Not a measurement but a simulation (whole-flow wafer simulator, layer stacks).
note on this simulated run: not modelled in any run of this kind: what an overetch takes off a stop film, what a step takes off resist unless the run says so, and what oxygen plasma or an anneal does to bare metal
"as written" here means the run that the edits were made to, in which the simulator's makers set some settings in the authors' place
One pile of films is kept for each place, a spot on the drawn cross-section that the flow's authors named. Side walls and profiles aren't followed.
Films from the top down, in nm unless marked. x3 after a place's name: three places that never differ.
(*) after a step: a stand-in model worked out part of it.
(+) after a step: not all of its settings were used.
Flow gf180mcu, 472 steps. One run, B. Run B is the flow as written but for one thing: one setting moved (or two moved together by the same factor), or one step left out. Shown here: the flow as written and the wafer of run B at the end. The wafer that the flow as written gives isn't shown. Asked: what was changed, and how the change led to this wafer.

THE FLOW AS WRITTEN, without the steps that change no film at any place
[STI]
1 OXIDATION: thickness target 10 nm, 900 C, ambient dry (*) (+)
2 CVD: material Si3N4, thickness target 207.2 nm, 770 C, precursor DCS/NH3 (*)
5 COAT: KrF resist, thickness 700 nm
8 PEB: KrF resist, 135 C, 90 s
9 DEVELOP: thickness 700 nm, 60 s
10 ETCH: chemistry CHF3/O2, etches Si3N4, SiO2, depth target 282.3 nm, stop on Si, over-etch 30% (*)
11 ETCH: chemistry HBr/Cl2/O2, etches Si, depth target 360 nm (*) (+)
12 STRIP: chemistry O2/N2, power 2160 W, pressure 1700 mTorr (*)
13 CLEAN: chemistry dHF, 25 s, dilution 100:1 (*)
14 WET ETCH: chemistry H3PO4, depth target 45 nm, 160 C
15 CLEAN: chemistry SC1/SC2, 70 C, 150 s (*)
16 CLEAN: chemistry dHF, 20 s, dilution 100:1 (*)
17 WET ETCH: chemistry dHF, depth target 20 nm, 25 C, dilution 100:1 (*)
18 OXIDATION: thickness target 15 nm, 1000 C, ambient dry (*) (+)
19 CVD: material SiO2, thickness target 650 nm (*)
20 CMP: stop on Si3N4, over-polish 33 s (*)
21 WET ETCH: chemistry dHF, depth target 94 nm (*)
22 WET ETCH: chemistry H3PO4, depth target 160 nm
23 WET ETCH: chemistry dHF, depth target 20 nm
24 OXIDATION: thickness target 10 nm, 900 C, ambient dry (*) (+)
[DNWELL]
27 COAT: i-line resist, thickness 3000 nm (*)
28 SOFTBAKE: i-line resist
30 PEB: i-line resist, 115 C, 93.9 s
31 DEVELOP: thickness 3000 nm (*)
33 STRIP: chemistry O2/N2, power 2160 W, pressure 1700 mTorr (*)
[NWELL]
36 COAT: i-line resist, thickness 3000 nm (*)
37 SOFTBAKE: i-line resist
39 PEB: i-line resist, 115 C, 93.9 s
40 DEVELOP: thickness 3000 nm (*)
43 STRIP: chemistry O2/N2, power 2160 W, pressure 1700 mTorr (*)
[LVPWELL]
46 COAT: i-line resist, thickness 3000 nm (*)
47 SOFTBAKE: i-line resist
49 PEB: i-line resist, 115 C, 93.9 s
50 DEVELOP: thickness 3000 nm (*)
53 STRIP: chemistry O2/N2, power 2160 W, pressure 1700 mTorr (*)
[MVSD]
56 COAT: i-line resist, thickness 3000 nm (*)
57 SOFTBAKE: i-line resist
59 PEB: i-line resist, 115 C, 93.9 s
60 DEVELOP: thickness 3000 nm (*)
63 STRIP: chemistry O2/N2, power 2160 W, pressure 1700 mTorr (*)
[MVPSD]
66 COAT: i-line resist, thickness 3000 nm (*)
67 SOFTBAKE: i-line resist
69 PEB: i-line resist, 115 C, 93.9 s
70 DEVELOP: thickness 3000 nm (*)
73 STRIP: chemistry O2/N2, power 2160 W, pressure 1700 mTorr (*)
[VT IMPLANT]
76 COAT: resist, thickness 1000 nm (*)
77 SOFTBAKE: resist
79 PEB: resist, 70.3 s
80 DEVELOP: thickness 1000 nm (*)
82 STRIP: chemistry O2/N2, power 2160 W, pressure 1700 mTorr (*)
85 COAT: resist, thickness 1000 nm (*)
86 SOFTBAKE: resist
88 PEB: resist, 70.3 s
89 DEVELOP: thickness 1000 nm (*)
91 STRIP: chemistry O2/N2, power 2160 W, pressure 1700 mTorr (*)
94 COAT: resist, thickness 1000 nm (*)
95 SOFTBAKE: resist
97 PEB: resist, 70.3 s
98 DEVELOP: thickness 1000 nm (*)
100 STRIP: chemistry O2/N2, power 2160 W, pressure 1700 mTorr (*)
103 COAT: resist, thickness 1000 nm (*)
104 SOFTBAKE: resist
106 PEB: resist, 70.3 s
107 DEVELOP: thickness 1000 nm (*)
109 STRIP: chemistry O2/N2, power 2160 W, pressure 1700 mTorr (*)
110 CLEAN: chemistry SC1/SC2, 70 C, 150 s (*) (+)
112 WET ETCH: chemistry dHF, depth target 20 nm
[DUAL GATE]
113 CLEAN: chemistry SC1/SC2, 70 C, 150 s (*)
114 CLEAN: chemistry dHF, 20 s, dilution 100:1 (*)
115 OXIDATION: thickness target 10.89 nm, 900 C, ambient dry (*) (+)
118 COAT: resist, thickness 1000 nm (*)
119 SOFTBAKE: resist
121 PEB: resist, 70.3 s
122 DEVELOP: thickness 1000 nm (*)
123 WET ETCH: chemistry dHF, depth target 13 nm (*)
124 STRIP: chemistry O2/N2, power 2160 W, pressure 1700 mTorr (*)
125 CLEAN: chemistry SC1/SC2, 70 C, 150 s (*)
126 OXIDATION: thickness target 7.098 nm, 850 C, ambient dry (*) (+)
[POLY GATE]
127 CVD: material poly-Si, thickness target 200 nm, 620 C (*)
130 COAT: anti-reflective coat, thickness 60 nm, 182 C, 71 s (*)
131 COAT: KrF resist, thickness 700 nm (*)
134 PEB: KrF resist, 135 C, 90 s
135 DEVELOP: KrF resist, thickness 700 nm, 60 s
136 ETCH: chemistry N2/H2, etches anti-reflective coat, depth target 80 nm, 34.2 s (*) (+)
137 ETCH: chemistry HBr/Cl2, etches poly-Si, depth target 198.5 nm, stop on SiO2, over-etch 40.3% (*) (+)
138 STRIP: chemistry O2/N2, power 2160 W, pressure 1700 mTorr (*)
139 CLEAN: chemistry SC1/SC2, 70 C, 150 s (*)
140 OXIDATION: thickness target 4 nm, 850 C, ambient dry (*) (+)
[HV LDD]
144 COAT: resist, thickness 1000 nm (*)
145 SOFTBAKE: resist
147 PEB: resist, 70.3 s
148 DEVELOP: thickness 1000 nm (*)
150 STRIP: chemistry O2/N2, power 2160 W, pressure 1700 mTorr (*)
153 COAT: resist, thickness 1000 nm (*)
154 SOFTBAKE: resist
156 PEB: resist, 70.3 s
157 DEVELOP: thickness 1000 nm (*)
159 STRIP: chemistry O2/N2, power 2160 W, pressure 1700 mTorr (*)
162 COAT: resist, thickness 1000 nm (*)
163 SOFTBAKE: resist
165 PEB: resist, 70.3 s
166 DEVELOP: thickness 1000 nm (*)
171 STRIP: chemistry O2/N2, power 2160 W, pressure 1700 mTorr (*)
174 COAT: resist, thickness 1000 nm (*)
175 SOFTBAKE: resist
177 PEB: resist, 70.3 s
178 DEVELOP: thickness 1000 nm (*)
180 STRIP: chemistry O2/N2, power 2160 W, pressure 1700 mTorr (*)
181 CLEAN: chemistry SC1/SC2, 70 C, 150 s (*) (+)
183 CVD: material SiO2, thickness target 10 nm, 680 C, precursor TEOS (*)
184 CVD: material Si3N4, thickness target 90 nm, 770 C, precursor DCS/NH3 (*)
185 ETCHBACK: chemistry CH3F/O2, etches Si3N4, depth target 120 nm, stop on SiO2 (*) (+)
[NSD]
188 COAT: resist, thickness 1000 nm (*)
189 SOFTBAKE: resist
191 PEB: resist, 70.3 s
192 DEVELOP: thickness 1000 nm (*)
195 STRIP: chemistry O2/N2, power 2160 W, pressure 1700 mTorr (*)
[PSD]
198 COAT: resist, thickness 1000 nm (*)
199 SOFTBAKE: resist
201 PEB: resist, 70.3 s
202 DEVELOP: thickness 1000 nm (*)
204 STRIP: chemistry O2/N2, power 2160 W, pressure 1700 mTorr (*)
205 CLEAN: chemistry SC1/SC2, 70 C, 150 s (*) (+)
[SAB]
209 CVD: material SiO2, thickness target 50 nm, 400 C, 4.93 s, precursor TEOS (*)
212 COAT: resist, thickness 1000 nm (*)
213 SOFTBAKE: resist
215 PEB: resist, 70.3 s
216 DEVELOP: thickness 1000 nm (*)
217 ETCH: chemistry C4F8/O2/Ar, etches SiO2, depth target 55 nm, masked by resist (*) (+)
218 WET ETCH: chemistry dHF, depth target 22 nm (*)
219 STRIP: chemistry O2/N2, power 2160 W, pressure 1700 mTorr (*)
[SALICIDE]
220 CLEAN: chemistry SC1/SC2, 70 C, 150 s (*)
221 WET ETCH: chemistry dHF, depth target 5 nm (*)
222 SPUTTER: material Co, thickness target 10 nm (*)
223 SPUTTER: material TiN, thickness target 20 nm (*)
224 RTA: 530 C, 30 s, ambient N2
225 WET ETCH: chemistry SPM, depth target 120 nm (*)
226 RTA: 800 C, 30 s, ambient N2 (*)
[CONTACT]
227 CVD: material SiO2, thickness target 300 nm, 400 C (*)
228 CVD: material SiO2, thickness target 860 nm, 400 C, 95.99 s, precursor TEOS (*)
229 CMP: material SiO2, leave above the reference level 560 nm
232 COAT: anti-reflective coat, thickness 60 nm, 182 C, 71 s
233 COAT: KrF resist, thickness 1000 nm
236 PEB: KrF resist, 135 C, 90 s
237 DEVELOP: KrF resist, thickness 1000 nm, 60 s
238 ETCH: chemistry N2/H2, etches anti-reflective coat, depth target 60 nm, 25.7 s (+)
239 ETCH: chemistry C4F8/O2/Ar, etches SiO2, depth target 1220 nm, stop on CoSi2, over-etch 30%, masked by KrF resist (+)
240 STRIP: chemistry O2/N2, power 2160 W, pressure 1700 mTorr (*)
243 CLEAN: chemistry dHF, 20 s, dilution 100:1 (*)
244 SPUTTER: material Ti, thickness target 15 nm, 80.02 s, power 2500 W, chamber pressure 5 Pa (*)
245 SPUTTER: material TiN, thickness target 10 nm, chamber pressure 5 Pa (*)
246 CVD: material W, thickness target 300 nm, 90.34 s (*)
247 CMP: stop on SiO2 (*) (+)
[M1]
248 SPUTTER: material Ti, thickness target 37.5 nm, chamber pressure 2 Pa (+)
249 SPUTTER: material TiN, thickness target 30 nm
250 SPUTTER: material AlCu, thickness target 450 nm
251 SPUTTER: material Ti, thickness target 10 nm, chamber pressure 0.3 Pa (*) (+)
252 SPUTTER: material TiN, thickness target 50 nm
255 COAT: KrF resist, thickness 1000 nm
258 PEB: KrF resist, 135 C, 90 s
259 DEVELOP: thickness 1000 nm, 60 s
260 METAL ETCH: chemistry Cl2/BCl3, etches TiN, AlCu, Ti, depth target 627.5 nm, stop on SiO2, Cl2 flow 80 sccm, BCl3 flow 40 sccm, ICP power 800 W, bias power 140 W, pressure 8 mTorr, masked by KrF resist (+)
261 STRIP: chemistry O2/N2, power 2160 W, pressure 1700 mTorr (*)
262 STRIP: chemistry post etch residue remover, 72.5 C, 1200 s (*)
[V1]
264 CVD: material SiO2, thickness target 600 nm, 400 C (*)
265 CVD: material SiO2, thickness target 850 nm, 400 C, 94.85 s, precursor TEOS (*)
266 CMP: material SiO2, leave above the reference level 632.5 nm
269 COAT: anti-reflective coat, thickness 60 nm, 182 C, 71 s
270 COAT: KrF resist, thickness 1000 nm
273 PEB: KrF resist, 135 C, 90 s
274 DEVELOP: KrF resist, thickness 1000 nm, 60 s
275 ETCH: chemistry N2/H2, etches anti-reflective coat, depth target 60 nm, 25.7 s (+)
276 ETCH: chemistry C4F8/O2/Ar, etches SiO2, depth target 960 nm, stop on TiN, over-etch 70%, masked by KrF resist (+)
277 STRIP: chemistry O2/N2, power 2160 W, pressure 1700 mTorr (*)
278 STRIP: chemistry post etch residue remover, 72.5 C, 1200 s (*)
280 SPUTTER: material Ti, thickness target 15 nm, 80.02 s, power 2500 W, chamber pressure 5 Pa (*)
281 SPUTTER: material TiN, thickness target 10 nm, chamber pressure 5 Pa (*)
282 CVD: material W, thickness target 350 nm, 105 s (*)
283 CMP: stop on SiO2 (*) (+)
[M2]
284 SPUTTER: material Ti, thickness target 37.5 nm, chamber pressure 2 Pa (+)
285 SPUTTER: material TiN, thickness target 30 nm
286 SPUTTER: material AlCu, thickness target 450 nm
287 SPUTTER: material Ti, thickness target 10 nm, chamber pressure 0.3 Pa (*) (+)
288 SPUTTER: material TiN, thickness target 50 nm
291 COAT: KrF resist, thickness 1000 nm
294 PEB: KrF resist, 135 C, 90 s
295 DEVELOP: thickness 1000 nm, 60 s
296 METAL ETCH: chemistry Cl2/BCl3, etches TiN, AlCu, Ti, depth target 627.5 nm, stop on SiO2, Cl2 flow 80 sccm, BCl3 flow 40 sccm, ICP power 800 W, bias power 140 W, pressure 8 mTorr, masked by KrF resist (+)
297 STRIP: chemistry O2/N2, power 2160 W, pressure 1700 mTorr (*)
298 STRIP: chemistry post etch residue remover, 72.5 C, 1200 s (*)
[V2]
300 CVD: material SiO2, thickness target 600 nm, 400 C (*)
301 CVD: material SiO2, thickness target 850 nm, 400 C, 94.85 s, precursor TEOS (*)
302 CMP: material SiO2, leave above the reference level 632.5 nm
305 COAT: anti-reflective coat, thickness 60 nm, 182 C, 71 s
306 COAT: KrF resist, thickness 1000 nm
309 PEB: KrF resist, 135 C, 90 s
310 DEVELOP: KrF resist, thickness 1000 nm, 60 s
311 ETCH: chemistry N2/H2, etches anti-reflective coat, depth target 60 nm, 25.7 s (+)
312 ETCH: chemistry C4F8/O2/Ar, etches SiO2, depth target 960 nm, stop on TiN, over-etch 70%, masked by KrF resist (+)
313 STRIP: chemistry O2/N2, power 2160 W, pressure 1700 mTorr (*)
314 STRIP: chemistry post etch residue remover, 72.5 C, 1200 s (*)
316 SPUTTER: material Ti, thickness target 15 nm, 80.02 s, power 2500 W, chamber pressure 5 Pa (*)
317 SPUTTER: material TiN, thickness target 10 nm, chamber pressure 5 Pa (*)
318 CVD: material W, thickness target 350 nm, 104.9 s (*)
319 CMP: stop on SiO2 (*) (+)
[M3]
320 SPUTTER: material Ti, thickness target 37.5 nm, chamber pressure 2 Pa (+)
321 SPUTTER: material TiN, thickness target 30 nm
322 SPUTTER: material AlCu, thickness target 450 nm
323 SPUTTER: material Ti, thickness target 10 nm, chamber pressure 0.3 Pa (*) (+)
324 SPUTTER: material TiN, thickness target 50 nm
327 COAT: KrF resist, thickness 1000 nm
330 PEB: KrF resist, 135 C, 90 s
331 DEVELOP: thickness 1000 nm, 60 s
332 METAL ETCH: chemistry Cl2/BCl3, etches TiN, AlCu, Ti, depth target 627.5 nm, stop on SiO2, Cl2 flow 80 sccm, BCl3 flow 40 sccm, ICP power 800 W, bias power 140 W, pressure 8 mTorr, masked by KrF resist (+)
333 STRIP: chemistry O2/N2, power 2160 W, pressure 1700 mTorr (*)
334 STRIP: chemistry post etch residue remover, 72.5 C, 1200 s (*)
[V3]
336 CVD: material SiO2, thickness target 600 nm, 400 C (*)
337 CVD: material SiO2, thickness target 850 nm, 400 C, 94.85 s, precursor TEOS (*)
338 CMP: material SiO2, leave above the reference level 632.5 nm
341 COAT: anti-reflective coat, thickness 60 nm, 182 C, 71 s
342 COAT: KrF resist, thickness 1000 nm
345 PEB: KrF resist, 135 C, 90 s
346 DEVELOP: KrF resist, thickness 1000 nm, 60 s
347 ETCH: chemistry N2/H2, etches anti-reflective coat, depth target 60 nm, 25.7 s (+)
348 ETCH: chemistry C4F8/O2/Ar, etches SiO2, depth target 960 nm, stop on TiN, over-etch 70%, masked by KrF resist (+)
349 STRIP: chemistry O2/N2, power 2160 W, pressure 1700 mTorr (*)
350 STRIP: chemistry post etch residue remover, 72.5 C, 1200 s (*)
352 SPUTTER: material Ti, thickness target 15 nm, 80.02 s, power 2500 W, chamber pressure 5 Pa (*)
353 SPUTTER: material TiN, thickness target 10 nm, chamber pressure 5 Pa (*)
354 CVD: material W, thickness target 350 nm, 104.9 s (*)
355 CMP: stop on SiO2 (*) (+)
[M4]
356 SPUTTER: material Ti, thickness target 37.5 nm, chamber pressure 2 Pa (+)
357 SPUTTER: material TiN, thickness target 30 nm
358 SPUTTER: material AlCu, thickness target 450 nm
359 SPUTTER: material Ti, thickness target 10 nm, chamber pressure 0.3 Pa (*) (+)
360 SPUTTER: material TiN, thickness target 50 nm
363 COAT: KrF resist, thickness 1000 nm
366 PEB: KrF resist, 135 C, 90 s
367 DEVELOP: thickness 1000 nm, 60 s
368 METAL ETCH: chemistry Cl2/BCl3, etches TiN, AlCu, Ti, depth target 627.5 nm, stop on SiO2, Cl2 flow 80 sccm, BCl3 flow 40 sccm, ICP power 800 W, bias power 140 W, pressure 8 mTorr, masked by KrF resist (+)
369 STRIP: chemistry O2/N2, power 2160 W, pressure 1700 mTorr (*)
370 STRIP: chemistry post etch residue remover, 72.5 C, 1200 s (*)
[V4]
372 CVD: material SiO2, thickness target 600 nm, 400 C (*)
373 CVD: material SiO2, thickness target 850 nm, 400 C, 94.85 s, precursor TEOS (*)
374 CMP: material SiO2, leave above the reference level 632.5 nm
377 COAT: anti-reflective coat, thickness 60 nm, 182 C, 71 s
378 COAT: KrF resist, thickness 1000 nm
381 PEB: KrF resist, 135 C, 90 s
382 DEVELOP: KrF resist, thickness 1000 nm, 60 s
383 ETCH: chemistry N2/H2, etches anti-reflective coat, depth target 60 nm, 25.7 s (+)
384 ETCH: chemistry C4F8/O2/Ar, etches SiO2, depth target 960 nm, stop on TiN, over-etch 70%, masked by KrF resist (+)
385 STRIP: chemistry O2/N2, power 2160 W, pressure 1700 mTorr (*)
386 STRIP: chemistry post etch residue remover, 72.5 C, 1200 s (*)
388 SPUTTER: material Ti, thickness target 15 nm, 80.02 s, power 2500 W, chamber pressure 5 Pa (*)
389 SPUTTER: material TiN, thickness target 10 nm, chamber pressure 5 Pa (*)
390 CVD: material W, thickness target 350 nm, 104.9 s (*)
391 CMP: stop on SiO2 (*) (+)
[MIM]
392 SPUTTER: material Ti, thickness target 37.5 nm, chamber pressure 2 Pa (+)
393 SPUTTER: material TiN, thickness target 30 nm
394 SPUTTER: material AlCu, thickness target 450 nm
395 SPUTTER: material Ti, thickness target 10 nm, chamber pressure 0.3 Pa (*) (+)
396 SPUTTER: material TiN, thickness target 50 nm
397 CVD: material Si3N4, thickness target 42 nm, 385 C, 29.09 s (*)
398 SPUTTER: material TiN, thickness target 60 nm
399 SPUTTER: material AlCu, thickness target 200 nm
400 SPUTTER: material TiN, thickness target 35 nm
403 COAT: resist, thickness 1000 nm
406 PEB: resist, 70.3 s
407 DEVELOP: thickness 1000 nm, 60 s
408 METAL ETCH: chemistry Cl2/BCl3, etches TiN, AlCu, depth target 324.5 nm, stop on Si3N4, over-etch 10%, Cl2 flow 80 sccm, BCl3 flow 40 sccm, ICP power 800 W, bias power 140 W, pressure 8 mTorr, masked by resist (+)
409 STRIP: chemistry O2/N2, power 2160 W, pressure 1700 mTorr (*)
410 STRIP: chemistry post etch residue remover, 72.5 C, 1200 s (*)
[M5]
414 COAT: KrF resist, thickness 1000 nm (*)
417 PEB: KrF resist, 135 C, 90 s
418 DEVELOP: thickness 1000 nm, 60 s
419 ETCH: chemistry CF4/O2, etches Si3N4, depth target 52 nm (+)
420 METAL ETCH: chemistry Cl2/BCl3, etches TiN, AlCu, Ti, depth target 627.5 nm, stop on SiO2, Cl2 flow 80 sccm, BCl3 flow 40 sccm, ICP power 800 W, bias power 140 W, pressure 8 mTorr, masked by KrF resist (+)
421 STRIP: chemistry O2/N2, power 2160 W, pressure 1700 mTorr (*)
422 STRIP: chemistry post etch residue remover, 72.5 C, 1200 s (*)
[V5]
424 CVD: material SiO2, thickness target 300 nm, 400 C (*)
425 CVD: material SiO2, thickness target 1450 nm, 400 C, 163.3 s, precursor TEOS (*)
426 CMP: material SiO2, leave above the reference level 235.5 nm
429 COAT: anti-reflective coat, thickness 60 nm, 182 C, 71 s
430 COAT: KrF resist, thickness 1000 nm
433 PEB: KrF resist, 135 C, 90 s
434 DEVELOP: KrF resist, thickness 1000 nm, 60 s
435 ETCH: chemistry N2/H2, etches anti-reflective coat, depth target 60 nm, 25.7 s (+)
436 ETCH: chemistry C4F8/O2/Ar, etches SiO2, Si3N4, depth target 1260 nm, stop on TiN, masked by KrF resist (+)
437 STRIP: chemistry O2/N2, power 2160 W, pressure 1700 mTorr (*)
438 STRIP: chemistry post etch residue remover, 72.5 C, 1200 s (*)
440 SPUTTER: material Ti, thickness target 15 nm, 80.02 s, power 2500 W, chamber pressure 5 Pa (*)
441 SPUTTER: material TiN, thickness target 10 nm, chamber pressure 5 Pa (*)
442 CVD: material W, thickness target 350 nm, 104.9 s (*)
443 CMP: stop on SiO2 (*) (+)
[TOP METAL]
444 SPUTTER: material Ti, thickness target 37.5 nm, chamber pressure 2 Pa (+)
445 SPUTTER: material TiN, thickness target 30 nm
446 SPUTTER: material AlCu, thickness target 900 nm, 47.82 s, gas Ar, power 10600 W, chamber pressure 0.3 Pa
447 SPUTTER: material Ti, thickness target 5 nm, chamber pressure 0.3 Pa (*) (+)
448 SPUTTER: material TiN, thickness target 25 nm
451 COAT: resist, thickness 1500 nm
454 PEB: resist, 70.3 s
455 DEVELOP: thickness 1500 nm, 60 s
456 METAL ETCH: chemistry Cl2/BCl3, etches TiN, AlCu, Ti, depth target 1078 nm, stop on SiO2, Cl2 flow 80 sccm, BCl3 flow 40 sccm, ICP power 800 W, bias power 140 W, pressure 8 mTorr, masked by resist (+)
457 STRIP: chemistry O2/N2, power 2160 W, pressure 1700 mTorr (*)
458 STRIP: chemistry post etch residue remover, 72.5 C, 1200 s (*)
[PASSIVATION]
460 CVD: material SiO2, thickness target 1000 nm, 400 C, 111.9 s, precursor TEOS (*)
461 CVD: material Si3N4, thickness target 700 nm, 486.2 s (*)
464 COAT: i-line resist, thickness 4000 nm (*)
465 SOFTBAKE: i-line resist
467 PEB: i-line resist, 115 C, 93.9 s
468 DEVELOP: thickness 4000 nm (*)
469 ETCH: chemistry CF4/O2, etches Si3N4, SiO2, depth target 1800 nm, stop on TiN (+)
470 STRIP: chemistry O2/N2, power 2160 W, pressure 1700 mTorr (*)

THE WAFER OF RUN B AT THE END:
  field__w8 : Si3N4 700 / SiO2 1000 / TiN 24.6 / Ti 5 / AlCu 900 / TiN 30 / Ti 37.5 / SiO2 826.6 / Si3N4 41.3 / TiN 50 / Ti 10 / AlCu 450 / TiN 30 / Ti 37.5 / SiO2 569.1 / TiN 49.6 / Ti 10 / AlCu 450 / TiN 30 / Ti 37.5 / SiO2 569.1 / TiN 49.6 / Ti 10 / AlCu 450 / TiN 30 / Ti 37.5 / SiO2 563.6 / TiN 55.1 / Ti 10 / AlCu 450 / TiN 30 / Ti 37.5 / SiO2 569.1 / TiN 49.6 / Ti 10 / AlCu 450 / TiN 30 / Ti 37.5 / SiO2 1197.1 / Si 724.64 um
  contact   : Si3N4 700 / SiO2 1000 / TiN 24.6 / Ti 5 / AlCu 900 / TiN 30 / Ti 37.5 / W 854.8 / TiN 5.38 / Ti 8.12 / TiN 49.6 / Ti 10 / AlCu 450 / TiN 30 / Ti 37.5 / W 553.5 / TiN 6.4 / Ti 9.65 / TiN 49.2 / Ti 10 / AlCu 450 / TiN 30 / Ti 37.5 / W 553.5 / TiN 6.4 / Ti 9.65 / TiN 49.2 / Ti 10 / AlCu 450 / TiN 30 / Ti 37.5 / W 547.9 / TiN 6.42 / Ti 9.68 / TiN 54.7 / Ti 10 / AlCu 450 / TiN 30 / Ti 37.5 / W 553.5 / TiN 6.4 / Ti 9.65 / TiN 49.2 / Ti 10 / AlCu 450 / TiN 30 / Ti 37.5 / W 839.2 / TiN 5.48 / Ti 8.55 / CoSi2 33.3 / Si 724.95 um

The cause: step 288, SPUTTER: thickness target 55.5 nm was run, where the flow has thickness target 50 nm.

How the change led to this, step by step:
  288 SPUTTER: material TiN, thickness target 50 nm
      field, field__w1, field__w2 and 108 more: TiN +55.5 (new film) (as written it would be: TiN +50 (new film))
  296 METAL ETCH: chemistry Cl2/BCl3, etches TiN, AlCu, Ti, depth target 627.5 nm, stop on SiO2, Cl2 flow 80 sccm, BCl3 flow 40 sccm, ICP power 800 W, bias power 140 W, pressure 8 mTorr, masked by KrF resist (+)
      field, field__w1, field__w2 and 103 more: TiN -55.5 (all of it), Ti -10 (all of it), AlCu -450 (all of it), TiN -30 (all of it), Ti -37.5 (all of it) (as written it would be: TiN -50 (all of it), Ti -10 (all of it), AlCu -450 (all of it), TiN -30 (all of it), Ti -37.5 (all of it))
